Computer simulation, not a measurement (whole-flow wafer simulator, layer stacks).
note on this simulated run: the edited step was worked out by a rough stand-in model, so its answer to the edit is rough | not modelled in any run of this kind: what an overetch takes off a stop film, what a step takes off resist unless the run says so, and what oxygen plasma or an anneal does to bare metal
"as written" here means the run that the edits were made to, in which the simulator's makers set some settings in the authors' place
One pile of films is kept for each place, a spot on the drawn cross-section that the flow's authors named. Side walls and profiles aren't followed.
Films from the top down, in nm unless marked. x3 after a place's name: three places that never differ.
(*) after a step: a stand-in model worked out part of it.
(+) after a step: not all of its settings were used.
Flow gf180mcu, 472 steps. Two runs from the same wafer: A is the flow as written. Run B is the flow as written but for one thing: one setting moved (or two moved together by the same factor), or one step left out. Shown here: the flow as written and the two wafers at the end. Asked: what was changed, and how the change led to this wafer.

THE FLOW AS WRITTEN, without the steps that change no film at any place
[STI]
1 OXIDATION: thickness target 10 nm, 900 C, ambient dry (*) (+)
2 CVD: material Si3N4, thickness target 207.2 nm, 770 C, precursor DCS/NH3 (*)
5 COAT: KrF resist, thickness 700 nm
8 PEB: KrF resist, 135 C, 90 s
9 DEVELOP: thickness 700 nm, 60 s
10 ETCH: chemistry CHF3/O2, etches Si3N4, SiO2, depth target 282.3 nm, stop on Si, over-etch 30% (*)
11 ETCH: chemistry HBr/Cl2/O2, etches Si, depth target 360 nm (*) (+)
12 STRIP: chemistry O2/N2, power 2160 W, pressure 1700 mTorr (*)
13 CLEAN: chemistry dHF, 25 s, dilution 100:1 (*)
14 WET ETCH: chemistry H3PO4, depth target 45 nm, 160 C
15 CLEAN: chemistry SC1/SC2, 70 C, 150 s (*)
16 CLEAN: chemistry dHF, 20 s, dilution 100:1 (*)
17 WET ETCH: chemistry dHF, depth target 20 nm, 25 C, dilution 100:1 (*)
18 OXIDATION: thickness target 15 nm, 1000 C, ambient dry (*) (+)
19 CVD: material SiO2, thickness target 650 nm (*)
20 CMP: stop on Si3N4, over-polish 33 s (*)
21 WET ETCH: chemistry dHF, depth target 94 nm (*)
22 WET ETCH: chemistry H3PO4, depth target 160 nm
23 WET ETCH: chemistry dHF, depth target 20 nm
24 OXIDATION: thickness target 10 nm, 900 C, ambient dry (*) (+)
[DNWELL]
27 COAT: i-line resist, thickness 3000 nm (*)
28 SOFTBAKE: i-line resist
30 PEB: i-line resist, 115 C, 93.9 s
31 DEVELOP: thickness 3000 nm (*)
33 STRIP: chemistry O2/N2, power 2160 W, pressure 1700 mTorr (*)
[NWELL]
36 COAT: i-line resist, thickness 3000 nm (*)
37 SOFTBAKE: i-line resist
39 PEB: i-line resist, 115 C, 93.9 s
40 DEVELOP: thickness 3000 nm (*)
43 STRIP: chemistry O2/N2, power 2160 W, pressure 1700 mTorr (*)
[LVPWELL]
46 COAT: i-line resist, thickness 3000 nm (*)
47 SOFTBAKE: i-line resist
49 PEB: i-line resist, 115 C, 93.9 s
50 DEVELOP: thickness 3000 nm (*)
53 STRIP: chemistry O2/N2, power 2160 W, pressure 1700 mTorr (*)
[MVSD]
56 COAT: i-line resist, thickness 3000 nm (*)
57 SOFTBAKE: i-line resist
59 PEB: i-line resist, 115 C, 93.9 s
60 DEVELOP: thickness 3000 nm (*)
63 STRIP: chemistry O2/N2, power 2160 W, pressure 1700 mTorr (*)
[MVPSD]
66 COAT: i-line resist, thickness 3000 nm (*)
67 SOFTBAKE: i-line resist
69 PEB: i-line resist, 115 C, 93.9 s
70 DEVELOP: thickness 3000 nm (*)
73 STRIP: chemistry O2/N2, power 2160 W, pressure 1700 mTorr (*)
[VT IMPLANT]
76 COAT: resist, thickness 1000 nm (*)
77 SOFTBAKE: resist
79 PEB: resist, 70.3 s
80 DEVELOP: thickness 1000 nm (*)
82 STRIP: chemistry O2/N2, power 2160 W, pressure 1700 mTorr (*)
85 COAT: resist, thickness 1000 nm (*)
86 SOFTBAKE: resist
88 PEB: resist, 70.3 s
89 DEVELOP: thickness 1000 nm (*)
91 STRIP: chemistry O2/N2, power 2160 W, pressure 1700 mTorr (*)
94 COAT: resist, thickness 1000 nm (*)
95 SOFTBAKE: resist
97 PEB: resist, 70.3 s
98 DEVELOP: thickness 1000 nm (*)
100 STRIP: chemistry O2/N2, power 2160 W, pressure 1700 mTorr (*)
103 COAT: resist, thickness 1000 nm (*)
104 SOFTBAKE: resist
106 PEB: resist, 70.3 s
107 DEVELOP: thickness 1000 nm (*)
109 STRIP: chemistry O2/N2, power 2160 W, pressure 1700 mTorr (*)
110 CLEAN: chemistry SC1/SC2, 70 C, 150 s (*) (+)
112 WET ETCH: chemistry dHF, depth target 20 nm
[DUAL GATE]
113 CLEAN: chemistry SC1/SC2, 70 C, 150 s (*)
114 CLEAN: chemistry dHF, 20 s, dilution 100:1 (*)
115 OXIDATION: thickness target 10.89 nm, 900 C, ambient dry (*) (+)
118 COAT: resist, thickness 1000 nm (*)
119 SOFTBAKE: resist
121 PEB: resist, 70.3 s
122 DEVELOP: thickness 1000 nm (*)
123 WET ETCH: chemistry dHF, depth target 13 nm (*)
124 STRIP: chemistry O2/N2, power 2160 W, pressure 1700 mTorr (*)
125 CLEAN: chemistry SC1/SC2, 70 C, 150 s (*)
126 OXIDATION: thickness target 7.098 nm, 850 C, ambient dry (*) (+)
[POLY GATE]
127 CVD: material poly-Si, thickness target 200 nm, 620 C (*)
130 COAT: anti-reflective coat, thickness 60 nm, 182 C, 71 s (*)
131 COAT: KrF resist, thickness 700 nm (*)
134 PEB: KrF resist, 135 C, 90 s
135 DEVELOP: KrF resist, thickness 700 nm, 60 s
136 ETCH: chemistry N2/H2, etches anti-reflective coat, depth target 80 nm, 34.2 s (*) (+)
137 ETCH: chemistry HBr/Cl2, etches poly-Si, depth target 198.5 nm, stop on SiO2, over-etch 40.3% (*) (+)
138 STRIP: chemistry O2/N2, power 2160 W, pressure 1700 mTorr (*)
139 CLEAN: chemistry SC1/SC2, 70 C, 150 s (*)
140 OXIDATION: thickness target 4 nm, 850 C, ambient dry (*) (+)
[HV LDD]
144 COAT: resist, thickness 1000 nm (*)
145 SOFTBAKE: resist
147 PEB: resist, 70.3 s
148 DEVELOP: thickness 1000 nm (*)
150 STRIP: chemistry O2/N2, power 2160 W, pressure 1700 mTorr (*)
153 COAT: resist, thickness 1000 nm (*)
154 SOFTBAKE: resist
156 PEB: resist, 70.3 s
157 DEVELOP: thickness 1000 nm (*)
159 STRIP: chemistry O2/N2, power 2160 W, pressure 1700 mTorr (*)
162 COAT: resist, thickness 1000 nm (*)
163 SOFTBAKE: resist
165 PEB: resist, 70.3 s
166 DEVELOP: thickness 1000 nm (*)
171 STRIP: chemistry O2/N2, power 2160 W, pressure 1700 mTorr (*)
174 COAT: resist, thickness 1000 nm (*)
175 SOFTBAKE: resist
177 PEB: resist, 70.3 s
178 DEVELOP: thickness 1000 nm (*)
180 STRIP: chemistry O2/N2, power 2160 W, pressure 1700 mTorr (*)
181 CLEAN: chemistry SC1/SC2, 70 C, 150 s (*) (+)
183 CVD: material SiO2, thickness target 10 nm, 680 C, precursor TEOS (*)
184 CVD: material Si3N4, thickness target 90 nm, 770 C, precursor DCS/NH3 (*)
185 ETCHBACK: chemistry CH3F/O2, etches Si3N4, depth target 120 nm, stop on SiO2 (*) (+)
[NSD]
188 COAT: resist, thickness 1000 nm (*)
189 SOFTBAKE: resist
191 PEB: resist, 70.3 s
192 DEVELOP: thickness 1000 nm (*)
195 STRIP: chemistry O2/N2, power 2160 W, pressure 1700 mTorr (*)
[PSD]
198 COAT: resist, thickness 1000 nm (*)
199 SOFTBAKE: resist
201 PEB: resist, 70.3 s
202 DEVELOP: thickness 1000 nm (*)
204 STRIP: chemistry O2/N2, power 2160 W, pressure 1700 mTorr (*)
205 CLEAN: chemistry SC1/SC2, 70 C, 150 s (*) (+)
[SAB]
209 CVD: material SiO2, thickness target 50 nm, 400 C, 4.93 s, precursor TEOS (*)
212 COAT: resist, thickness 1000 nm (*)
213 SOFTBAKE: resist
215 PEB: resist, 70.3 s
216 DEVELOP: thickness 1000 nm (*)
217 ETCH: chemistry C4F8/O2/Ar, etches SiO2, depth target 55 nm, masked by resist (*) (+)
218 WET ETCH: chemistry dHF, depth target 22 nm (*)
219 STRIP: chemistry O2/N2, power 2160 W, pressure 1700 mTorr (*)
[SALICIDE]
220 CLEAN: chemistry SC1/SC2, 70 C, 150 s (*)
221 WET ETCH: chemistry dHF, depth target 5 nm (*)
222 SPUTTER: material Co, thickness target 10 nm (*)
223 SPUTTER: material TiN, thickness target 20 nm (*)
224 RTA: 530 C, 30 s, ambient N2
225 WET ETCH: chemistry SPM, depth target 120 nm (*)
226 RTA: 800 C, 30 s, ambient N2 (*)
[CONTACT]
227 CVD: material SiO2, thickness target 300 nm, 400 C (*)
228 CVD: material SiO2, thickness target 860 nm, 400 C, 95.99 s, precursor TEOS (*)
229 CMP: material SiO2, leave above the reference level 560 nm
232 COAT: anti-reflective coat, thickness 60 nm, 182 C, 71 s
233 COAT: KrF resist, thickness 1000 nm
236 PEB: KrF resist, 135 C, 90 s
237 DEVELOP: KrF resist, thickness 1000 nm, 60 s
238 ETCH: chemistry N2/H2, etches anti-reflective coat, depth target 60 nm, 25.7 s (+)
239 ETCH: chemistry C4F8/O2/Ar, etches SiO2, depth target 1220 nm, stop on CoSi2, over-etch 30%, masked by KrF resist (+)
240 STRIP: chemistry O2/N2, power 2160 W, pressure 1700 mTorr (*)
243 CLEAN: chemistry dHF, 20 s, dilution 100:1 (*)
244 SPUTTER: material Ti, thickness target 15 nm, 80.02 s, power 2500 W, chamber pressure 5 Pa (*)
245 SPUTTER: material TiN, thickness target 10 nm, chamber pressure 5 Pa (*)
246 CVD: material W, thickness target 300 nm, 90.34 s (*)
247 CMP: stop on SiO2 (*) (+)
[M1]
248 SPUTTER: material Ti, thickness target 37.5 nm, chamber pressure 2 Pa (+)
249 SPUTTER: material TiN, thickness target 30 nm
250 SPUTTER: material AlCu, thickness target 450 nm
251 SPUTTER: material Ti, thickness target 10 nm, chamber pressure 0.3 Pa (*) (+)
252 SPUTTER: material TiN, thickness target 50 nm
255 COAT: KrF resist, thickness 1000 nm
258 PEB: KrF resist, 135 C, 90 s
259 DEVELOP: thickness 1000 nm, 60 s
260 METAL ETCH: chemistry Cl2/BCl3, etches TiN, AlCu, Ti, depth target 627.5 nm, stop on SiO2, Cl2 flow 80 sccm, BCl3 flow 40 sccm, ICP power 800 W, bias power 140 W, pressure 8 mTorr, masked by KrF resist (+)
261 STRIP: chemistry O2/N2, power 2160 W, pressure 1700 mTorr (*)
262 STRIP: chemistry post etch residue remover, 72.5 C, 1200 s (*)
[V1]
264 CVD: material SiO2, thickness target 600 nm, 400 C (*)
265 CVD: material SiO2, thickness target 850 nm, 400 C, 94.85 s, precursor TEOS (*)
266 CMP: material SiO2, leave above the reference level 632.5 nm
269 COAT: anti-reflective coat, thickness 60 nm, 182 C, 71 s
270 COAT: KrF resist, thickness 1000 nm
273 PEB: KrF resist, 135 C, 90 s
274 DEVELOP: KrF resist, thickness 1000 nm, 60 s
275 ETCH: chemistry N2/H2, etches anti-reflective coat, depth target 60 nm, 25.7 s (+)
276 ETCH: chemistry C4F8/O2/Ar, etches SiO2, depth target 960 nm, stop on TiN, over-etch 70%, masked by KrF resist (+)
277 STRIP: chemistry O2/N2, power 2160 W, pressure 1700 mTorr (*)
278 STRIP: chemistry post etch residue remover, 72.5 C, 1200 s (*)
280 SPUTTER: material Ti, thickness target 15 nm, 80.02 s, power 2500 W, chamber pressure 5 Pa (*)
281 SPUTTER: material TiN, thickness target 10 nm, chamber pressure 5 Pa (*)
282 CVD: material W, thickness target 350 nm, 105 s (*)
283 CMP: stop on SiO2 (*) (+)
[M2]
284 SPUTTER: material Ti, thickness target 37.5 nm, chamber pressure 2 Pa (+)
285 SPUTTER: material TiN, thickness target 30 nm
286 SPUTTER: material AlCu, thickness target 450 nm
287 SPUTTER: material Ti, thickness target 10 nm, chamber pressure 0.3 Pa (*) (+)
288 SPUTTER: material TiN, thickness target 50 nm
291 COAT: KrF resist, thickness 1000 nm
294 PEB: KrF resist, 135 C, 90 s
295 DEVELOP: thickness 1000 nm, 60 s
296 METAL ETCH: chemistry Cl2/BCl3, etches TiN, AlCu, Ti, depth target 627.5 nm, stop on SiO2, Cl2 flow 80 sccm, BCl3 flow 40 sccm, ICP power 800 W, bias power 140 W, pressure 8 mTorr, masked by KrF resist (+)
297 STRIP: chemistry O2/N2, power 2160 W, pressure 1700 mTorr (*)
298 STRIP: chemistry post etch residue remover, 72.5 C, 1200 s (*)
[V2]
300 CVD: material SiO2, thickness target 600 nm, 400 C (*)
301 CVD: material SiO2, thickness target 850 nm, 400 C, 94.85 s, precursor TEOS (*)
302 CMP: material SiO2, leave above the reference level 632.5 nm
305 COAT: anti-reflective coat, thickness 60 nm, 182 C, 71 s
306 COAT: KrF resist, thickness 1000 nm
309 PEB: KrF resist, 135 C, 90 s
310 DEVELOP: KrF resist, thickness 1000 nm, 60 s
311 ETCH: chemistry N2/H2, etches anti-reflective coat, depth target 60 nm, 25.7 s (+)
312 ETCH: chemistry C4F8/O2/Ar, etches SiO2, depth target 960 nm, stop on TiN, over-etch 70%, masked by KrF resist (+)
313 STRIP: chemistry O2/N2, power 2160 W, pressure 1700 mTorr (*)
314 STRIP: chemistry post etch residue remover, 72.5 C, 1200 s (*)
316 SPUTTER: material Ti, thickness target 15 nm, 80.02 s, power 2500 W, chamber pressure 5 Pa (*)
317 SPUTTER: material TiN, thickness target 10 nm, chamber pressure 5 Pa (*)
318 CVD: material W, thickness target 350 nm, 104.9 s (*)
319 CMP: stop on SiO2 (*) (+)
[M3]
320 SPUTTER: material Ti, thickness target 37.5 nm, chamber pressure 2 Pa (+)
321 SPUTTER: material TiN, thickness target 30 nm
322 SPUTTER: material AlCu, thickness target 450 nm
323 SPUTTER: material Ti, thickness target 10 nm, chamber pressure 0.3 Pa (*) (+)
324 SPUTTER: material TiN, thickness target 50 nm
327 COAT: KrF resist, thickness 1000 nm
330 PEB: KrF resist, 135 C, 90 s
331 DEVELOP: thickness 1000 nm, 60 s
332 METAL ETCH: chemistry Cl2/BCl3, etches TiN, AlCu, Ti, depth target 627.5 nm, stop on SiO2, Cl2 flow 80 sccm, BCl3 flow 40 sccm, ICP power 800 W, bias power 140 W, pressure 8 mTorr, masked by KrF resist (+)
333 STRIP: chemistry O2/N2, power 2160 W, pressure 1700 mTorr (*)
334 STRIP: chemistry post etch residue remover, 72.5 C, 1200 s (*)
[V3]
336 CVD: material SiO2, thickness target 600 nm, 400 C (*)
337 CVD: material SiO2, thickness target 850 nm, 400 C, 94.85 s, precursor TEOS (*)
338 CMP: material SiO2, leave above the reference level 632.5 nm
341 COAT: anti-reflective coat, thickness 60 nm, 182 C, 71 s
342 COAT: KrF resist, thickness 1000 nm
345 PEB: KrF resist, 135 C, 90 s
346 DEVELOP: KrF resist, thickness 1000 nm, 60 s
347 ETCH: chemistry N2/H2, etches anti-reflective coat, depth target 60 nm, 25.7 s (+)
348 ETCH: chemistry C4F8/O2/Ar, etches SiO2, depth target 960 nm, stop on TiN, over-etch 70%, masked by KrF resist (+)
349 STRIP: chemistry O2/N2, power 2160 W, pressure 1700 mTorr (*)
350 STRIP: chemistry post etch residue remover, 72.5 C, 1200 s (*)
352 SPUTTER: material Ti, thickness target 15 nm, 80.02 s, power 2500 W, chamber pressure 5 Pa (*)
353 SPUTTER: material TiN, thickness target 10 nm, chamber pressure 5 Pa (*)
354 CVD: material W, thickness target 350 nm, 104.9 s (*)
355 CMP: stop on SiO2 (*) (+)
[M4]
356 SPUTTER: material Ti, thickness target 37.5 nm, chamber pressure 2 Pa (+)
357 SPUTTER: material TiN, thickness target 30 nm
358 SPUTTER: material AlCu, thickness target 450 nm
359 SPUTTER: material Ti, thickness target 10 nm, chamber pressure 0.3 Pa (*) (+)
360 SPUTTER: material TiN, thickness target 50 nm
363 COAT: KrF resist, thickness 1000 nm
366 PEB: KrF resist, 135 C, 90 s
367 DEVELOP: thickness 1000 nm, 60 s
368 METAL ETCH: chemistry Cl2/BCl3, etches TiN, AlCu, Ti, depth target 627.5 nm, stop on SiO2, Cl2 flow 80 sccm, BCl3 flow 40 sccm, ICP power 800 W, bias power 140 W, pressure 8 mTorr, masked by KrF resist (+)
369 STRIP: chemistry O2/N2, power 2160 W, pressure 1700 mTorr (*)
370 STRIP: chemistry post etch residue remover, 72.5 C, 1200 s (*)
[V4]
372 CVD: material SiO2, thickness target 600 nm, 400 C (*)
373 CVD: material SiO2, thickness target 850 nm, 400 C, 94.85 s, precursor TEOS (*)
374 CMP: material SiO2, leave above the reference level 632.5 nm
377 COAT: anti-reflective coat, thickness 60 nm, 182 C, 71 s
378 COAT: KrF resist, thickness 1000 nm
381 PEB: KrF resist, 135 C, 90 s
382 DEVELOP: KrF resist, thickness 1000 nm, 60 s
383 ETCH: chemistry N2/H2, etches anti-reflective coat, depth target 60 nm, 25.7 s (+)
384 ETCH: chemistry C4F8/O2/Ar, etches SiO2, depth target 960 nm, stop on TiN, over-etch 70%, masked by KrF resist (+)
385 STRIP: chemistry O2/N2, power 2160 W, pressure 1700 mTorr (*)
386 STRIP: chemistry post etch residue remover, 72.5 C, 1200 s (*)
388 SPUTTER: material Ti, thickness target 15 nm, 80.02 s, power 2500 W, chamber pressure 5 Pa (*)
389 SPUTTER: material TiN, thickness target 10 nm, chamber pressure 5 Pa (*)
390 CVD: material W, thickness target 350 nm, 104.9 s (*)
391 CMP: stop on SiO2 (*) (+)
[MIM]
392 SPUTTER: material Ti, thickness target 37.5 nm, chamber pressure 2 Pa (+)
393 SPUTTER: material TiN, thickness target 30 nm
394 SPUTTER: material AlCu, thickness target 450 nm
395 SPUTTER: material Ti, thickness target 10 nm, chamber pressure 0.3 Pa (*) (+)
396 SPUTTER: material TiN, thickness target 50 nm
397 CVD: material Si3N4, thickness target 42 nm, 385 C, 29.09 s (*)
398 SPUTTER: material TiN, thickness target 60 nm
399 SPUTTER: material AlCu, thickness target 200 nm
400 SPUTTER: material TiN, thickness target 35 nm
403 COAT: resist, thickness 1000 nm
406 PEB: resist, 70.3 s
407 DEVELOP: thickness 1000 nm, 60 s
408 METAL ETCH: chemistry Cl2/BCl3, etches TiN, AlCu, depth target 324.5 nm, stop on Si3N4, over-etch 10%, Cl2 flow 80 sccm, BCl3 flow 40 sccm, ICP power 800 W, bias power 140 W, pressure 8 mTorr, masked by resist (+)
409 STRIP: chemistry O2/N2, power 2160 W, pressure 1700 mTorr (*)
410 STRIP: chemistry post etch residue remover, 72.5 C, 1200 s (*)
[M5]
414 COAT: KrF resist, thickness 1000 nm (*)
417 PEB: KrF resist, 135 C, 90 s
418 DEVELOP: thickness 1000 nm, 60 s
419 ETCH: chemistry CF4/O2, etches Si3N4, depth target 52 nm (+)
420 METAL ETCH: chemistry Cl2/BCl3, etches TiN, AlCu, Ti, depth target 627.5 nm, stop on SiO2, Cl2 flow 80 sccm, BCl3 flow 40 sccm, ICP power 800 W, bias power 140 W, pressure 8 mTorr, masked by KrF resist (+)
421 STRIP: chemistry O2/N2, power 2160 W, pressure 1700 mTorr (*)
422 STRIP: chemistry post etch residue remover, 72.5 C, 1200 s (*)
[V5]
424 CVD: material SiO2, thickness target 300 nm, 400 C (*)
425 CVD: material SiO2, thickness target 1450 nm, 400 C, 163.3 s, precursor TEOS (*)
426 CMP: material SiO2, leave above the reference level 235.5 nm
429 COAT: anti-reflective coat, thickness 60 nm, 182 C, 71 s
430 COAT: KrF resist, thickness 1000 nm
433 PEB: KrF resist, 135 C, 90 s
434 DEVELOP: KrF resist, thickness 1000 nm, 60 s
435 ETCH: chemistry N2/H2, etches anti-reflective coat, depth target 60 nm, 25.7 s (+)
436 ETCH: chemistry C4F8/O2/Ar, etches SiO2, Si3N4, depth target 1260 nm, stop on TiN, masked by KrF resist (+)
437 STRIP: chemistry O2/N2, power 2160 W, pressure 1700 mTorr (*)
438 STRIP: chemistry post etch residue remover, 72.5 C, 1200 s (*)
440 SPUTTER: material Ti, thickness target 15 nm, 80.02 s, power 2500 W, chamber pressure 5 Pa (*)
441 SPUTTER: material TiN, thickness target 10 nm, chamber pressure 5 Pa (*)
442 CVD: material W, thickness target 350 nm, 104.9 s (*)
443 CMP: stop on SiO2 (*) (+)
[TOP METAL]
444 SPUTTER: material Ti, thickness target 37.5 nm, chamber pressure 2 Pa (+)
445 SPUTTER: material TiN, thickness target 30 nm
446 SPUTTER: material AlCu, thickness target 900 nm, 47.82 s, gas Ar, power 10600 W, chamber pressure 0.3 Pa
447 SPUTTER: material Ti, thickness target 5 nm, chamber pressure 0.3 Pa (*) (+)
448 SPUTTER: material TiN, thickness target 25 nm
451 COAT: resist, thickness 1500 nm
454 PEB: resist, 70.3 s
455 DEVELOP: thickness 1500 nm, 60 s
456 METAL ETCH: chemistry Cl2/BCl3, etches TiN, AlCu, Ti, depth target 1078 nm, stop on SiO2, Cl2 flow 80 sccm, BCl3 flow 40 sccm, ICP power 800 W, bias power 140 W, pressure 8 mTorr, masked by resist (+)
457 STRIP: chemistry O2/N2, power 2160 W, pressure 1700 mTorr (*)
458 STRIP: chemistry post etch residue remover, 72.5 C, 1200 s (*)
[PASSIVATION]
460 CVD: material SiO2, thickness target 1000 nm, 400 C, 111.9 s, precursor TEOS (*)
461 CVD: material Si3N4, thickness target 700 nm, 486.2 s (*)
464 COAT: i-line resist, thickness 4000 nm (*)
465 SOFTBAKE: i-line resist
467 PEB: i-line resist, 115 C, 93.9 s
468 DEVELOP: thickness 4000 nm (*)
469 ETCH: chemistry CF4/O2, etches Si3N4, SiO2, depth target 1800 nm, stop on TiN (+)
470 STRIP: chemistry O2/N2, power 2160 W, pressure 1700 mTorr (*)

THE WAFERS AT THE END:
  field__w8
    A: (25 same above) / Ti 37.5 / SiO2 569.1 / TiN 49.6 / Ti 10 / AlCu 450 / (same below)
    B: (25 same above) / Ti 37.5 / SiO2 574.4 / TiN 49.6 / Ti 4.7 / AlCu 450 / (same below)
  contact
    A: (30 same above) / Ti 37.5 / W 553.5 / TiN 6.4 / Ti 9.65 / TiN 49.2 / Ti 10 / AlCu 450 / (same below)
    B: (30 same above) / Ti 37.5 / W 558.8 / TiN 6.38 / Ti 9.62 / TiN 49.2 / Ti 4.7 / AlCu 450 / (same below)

The cause: step 287, SPUTTER: thickness target 4.7 nm was run, where the flow has thickness target 10 nm.
It can be read off the wafer: field__w8 has Ti 4.7, and step 287 as written asks for 10 nm.

How the change led to this, step by step:
  287 SPUTTER: material Ti, thickness target 10 nm, chamber pressure 0.3 Pa (*) (+)
      field, field__w1, field__w2 and 108 more: A Ti +10 (new film) | B Ti +4.7 (new film)
  296 METAL ETCH: chemistry Cl2/BCl3, etches TiN, AlCu, Ti, depth target 627.5 nm, stop on SiO2, Cl2 flow 80 sccm, BCl3 flow 40 sccm, ICP power 800 W, bias power 140 W, pressure 8 mTorr, masked by KrF resist (+)
      field, field__w1, field__w2 and 103 more: A TiN -50 (all of it), Ti -10 (all of it), AlCu -450 (all of it), TiN -30 (all of it), Ti -37.5 (all of it) | B TiN -50 (all of it), Ti -4.7 (all of it), AlCu -450 (all of it), TiN -30 (all of it), Ti -37.5 (all of it)
